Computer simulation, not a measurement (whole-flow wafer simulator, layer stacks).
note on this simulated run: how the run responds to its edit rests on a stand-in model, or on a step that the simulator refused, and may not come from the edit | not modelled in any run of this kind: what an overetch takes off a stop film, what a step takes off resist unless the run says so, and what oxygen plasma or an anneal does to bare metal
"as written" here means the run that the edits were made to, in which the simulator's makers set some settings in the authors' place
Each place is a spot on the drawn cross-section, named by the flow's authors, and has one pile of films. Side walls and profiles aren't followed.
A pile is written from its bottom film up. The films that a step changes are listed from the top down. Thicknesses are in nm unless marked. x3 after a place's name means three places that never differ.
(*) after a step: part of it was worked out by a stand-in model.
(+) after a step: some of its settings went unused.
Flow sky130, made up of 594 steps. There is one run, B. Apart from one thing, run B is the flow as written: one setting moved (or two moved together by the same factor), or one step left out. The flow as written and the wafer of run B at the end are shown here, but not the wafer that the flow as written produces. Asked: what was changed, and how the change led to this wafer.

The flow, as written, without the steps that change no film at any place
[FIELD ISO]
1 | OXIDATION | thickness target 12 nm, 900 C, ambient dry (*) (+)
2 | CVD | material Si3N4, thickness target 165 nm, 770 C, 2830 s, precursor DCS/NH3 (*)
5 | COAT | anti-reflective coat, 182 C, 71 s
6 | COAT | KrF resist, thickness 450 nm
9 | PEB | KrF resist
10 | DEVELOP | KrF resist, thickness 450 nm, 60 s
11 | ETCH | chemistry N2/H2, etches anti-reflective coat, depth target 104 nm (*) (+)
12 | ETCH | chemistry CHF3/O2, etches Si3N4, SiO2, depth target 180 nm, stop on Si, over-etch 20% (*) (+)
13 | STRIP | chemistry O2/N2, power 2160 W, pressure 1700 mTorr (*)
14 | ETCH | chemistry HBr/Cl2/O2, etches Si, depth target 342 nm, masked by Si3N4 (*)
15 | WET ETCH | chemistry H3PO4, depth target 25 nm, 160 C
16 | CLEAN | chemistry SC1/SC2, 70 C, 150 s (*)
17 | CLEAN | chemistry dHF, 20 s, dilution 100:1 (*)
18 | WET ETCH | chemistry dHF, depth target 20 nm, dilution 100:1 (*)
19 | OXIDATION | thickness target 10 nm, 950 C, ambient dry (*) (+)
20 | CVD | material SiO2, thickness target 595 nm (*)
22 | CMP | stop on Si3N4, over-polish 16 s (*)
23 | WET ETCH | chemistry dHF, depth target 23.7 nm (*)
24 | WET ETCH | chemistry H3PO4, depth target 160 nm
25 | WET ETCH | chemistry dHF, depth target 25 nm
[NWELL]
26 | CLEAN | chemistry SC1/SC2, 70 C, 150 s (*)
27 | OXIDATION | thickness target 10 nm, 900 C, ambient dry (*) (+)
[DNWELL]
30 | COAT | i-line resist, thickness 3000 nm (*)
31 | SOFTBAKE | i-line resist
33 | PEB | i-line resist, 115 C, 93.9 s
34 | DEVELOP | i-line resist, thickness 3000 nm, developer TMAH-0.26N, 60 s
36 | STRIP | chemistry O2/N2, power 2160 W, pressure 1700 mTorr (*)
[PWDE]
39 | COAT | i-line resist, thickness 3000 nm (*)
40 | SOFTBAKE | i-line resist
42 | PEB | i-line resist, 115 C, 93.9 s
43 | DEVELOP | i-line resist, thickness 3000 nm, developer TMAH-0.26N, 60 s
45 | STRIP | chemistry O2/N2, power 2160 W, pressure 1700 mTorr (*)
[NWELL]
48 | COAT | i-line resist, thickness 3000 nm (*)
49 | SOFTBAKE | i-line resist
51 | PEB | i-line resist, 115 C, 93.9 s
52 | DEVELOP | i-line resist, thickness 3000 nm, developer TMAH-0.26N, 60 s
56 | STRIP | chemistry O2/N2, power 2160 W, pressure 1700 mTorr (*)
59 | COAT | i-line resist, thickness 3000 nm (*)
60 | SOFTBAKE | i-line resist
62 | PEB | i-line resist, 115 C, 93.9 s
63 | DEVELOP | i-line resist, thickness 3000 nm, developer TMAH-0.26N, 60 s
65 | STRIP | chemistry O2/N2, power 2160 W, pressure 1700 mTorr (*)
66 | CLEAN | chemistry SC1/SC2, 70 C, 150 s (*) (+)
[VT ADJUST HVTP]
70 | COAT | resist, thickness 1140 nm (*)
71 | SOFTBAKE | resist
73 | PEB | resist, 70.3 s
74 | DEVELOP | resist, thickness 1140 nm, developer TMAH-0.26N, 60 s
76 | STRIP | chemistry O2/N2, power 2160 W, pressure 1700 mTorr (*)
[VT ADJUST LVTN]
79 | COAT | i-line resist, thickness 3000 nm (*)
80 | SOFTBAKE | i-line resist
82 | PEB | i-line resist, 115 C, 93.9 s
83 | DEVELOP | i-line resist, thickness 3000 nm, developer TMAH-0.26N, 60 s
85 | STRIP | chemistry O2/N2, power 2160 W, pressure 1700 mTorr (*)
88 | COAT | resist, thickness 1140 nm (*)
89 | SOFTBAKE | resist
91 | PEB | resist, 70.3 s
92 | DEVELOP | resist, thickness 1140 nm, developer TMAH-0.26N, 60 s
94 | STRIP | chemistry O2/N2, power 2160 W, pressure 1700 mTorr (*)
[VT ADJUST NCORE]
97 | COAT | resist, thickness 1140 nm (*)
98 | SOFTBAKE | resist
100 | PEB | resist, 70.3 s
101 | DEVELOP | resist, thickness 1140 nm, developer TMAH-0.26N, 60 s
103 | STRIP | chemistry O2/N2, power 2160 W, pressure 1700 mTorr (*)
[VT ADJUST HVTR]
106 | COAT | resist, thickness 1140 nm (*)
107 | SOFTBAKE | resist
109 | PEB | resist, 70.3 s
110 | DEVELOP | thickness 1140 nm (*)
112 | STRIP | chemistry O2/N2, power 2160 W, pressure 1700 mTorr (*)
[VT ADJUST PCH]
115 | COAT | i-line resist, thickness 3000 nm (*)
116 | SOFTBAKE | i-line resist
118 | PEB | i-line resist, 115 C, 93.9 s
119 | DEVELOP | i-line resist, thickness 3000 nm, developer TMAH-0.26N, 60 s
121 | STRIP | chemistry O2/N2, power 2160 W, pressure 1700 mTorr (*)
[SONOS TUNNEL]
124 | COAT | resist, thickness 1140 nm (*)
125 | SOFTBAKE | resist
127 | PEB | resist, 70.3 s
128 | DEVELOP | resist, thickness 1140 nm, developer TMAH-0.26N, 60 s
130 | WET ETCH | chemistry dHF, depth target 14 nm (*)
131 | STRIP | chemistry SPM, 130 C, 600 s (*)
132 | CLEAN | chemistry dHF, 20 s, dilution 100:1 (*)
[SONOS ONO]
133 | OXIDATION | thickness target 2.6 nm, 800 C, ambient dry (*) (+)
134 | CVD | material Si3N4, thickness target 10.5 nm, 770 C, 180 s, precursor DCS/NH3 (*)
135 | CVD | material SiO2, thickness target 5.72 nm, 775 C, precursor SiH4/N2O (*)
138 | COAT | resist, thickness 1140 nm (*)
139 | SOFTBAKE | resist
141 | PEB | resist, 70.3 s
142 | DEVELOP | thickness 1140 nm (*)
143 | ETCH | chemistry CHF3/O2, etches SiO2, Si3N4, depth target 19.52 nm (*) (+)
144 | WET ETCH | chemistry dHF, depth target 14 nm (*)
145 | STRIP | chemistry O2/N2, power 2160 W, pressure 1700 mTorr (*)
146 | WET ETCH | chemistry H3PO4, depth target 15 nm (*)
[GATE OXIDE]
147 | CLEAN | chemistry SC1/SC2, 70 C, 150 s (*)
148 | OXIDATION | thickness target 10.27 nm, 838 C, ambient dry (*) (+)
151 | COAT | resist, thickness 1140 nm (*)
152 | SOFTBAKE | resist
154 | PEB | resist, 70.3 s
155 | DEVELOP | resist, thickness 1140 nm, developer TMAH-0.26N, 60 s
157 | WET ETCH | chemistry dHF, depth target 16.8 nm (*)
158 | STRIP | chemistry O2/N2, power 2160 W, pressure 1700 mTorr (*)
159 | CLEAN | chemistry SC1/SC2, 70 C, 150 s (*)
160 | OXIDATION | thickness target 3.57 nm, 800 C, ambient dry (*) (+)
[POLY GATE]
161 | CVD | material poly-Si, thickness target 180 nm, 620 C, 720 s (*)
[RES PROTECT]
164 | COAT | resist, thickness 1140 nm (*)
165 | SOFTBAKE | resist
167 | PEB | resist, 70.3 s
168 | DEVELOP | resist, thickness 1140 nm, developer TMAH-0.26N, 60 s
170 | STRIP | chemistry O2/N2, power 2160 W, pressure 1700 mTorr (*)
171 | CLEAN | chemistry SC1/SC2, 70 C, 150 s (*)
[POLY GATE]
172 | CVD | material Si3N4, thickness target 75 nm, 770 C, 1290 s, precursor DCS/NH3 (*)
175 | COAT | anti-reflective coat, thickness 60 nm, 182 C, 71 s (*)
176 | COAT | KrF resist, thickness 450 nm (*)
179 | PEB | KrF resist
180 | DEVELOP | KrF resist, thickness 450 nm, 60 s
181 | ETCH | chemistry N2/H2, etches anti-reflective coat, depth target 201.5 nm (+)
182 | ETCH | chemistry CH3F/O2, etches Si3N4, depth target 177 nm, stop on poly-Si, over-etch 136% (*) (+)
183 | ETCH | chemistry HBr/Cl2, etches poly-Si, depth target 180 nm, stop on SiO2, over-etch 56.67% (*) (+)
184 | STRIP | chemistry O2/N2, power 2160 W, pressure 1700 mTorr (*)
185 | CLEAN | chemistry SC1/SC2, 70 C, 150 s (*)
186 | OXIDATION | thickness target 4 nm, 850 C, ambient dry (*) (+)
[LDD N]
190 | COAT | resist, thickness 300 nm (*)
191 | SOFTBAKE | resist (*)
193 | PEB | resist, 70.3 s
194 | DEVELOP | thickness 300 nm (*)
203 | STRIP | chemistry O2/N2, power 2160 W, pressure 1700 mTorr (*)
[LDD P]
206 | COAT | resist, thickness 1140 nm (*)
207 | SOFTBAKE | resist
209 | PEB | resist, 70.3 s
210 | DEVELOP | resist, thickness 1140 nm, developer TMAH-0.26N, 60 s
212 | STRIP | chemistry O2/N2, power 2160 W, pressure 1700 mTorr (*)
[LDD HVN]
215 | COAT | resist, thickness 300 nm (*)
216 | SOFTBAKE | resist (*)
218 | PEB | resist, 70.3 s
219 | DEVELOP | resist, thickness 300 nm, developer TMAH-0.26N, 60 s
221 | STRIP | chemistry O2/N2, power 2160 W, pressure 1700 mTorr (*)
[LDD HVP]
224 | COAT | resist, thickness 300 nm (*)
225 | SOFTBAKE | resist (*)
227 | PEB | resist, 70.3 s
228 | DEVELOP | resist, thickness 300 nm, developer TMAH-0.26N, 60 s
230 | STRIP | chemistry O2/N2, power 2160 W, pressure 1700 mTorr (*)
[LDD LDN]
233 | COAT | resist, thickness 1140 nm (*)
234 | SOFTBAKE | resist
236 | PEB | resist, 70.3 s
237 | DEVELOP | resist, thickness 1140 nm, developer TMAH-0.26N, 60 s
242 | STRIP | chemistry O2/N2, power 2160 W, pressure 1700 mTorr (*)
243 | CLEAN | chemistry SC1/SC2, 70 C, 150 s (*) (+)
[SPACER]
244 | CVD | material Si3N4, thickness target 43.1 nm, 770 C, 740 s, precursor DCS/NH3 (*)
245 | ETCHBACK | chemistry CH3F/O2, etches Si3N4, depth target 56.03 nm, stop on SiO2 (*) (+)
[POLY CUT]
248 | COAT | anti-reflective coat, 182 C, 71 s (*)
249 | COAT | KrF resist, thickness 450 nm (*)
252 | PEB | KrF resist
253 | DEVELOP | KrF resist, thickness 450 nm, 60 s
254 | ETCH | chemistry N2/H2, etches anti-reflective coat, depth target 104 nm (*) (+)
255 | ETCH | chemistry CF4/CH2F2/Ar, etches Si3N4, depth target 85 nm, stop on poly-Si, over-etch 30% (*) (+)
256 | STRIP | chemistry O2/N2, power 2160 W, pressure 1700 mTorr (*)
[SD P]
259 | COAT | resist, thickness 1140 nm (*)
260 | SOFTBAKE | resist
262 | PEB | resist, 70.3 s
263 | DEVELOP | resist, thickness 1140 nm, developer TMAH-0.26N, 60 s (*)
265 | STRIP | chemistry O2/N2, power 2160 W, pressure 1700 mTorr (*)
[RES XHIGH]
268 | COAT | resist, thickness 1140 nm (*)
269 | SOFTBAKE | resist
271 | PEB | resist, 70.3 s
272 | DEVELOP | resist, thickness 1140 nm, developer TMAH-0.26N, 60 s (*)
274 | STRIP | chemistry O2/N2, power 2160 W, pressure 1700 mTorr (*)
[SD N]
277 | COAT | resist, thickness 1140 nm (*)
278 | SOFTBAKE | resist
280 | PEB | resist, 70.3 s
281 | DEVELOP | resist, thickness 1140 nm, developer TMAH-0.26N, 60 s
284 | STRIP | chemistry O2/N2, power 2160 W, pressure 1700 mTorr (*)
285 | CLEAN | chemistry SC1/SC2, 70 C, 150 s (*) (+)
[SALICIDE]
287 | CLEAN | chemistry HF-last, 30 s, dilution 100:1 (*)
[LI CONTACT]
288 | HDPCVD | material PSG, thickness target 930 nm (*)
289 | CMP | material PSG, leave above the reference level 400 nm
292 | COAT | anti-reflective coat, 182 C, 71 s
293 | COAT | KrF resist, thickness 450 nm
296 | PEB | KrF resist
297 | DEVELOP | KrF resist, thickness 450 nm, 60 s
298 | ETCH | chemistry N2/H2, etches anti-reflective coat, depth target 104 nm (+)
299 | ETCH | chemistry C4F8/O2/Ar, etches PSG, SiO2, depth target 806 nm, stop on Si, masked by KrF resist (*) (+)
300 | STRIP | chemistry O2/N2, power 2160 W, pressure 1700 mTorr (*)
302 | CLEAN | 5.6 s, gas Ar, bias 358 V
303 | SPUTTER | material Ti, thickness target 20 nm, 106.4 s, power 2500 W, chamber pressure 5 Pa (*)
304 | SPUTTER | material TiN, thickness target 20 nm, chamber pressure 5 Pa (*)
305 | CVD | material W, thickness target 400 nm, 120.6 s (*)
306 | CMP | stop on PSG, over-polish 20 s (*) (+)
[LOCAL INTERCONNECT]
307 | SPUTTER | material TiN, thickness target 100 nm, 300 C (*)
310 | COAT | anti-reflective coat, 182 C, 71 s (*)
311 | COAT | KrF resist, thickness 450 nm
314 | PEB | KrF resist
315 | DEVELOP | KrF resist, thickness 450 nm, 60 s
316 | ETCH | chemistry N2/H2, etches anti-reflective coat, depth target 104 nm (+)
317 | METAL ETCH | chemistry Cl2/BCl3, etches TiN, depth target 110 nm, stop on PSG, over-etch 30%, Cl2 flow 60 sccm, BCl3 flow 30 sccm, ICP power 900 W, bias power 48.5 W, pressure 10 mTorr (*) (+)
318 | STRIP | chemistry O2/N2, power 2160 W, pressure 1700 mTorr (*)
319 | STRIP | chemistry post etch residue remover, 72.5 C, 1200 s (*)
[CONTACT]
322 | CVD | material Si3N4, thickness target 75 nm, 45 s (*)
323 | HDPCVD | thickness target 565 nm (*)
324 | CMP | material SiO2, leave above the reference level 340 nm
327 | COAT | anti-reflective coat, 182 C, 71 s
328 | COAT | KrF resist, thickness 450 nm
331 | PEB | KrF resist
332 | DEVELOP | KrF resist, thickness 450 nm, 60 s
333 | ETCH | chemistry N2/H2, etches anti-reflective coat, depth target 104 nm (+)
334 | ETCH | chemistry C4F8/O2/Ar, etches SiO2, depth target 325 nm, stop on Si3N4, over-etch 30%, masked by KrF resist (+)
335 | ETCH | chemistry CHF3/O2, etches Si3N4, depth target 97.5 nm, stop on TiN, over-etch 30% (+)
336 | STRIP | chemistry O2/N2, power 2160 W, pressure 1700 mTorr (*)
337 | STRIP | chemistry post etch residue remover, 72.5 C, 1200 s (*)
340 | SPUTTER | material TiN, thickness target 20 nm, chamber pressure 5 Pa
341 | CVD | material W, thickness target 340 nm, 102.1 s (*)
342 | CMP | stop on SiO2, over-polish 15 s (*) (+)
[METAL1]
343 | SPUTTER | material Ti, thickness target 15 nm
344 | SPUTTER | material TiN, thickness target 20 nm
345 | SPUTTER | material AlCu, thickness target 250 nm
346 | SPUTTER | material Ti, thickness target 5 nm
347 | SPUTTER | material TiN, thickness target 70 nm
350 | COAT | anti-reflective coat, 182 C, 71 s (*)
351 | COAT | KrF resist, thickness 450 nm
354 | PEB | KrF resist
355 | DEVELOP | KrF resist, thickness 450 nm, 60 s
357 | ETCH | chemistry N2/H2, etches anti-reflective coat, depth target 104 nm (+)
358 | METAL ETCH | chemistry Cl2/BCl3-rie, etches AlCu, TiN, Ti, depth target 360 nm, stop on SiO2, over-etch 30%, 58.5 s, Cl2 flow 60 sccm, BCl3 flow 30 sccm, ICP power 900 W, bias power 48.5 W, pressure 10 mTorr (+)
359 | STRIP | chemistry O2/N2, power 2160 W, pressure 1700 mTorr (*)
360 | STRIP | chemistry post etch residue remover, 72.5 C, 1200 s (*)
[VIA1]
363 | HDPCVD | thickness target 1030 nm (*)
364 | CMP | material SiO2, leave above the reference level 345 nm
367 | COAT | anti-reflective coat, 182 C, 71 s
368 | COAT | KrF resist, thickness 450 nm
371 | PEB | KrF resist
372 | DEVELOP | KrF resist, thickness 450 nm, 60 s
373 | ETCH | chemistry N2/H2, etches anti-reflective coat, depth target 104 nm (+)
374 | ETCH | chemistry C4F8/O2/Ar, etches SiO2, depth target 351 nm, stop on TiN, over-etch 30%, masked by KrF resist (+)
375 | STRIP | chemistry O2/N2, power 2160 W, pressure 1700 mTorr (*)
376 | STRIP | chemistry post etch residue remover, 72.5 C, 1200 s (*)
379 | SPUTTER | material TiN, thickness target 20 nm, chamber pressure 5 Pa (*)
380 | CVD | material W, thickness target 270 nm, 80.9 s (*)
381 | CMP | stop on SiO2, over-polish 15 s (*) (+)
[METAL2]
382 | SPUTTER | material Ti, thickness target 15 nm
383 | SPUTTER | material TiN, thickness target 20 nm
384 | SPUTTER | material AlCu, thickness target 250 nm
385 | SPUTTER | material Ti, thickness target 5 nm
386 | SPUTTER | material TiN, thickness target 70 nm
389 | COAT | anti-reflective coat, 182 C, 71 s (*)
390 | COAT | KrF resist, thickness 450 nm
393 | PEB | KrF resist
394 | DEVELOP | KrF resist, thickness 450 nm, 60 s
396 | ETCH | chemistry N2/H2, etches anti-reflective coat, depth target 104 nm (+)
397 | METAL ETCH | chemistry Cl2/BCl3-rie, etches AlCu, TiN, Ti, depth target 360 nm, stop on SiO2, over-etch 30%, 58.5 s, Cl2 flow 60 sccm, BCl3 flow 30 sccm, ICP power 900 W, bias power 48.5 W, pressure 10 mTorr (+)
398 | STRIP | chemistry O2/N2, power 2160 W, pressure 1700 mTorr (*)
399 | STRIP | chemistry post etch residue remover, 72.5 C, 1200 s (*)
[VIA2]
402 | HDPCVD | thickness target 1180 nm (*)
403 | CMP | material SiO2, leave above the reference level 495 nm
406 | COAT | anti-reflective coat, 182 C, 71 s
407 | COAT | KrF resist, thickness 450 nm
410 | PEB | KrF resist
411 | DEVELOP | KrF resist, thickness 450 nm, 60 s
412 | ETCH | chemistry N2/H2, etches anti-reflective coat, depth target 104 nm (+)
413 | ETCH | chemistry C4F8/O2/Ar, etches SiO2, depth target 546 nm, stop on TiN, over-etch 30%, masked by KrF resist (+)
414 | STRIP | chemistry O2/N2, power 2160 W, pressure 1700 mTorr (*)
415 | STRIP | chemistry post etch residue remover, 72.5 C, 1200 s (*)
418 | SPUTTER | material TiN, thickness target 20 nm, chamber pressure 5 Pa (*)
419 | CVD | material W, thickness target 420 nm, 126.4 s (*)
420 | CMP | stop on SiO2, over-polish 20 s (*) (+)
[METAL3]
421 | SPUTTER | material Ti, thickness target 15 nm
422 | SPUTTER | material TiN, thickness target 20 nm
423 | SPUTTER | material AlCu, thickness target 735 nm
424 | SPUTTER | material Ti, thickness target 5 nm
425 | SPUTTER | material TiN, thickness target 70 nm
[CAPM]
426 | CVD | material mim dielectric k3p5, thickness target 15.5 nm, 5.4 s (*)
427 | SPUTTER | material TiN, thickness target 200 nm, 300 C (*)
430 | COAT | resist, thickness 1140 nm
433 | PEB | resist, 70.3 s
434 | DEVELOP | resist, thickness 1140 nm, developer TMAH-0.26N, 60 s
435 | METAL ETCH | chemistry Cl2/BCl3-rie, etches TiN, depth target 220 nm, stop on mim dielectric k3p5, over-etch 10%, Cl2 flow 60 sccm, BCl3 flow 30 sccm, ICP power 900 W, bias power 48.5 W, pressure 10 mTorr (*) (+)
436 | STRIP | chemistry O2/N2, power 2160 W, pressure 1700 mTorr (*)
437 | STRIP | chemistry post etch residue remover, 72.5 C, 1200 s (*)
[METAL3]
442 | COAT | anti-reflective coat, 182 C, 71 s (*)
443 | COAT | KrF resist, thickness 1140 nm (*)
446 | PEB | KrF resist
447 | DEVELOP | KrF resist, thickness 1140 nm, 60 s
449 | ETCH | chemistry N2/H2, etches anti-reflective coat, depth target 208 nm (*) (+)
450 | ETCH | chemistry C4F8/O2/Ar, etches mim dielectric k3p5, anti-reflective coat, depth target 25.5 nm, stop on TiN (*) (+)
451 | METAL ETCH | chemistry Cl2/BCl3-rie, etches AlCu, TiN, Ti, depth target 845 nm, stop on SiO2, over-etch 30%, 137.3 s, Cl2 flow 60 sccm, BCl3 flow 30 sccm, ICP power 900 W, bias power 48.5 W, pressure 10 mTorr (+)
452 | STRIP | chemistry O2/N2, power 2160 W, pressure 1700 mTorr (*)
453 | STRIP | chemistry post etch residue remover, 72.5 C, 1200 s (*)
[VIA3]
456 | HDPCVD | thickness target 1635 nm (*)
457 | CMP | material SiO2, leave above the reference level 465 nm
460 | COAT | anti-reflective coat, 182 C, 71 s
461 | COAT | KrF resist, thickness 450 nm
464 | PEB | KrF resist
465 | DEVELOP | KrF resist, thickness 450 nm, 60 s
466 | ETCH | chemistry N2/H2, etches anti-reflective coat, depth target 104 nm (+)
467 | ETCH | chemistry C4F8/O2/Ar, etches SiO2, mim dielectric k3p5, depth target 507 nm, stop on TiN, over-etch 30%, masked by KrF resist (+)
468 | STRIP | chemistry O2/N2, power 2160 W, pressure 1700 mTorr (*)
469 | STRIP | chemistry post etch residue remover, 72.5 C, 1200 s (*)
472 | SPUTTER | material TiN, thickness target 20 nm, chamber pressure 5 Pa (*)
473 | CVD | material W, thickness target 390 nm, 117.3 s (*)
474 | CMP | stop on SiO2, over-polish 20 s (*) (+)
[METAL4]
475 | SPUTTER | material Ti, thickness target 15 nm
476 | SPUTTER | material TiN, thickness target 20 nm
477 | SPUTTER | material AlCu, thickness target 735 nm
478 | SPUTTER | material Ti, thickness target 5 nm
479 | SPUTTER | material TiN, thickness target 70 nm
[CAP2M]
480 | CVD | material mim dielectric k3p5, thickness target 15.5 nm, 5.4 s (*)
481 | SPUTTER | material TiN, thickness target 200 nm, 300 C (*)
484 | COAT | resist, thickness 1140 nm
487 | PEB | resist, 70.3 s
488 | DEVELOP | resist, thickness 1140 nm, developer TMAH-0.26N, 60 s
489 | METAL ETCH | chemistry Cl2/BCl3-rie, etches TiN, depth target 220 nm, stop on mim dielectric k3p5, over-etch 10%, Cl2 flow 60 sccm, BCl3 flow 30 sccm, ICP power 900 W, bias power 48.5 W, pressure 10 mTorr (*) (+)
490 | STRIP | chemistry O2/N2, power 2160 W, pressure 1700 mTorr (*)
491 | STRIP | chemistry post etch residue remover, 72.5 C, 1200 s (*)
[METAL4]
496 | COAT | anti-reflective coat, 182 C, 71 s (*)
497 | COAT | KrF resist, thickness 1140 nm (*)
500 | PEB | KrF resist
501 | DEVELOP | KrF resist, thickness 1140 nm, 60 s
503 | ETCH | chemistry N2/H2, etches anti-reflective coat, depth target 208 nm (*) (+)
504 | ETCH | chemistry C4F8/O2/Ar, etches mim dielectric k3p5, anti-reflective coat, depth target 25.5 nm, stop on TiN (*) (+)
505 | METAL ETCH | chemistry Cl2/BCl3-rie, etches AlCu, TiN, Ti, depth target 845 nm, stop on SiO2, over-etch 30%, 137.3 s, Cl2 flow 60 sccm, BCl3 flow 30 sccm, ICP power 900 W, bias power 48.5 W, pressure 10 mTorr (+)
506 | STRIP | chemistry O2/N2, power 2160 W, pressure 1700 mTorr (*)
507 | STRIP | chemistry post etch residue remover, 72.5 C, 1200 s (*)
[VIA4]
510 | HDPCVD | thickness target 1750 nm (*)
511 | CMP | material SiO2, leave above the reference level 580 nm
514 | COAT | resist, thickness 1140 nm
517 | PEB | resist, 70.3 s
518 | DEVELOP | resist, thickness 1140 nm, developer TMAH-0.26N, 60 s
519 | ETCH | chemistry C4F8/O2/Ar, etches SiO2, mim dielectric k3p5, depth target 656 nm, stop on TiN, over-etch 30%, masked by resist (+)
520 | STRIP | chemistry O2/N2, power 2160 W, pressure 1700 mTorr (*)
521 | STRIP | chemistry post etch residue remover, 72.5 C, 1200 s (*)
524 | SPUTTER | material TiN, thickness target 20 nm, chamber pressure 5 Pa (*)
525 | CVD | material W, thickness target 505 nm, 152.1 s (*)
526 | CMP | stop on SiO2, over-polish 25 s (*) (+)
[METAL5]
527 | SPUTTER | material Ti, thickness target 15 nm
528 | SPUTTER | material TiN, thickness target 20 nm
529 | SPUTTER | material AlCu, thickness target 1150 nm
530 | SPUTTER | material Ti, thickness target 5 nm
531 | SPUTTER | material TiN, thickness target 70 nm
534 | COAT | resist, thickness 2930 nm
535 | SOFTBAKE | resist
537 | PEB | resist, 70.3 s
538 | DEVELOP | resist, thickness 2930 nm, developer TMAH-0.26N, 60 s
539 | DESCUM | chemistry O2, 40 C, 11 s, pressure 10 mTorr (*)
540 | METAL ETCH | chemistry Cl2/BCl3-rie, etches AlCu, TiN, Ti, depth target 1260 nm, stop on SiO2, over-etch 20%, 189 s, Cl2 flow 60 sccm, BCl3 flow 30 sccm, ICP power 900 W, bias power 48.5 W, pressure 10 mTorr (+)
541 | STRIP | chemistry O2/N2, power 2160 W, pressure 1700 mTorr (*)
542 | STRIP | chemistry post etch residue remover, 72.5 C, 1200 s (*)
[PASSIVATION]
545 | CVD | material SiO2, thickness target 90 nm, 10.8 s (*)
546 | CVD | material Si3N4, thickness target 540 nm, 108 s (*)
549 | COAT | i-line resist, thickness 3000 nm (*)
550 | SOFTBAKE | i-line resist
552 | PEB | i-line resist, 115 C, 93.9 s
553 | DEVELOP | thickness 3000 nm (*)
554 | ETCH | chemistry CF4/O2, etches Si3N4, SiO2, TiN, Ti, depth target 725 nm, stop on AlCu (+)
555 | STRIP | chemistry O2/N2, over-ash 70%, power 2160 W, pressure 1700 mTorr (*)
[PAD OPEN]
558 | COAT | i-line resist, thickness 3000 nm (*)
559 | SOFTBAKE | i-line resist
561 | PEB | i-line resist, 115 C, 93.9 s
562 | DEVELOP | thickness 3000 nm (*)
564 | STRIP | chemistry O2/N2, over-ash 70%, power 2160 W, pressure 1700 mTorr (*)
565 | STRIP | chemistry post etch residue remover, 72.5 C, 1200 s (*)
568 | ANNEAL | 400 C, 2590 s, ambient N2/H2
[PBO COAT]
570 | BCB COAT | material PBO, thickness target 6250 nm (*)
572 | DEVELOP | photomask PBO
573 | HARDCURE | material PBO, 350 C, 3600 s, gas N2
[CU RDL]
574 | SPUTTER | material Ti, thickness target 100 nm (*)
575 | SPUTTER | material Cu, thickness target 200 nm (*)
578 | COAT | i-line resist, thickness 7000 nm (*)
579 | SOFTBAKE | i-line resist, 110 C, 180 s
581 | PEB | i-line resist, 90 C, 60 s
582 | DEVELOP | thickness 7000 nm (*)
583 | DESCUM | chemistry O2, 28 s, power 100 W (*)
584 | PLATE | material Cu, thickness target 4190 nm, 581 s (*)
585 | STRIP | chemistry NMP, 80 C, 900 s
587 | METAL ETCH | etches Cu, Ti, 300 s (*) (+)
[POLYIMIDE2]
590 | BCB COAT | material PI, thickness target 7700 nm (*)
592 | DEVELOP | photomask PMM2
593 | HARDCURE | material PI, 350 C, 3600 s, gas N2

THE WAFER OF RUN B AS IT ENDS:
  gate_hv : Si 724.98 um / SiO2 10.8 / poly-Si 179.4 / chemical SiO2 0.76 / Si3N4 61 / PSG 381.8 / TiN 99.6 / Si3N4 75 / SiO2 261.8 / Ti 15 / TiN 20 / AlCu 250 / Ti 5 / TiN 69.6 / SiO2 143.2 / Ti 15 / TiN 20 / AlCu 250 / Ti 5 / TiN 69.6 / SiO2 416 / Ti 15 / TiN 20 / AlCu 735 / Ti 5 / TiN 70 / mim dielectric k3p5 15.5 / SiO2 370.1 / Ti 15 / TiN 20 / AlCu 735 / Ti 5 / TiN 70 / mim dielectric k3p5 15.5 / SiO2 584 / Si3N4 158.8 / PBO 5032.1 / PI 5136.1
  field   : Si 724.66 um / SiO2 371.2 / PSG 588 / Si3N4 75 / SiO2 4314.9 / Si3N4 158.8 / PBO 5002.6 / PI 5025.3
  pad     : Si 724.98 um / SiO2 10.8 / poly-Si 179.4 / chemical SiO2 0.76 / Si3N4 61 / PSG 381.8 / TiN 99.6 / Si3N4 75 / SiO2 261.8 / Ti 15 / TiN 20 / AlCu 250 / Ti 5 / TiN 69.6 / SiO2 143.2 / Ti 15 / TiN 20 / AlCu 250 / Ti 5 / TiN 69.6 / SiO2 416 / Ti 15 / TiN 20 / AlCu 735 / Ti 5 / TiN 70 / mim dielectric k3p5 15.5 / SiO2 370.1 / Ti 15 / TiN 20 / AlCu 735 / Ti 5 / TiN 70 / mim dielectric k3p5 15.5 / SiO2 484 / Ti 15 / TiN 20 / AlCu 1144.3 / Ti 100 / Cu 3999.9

The reason: step 364, CMP: leave above the reference level 221 nm was run, though the flow has leave above the reference level 345 nm.

How this came from the change, step by step:
  364 | CMP | material SiO2, leave above the reference level 345 nm
      n_well, p_well, gate_hv and 100 more: -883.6 SiO2 (in the flow as written it would be: -759.6 SiO2)
      field, active, gate and 81 more: -513.1 SiO2 (in the flow as written it would be: -389.1 SiO2)
      (and at 4 other places as well)
  374 | ETCH | chemistry C4F8/O2/Ar, etches SiO2, depth target 351 nm, stop on TiN, over-etch 30%, masked by KrF resist (+)
      field, active, n_well and 186 more: -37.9 KrF resist (in the flow as written it would be: -70.1 KrF resist)
      m1, via1_hole: -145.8 SiO2 (all of it) (in the flow as written it would be: -269.8 SiO2 (all of it))
  375 | STRIP | chemistry O2/N2, power 2160 W, pressure 1700 mTorr (*)
      field, active, n_well and 186 more: -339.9 KrF resist (all of it), -80 anti-reflective coat (all of it) (in the flow as written it would be: -307.7 KrF resist (all of it), -80 anti-reflective coat (all of it))
  379 | SPUTTER | material TiN, thickness target 20 nm, chamber pressure 5 Pa (*)
      m1: +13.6 TiN (in the flow as written it would be: +11 TiN)
      via1_hole: +13.6 TiN (in the flow as written it would be: +10.9 TiN)
  380 | CVD | material W, thickness target 270 nm, 80.9 s (*)
      m1, via1_hole: +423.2 W (new film) (in the flow as written it would be: +549.9 W (new film))
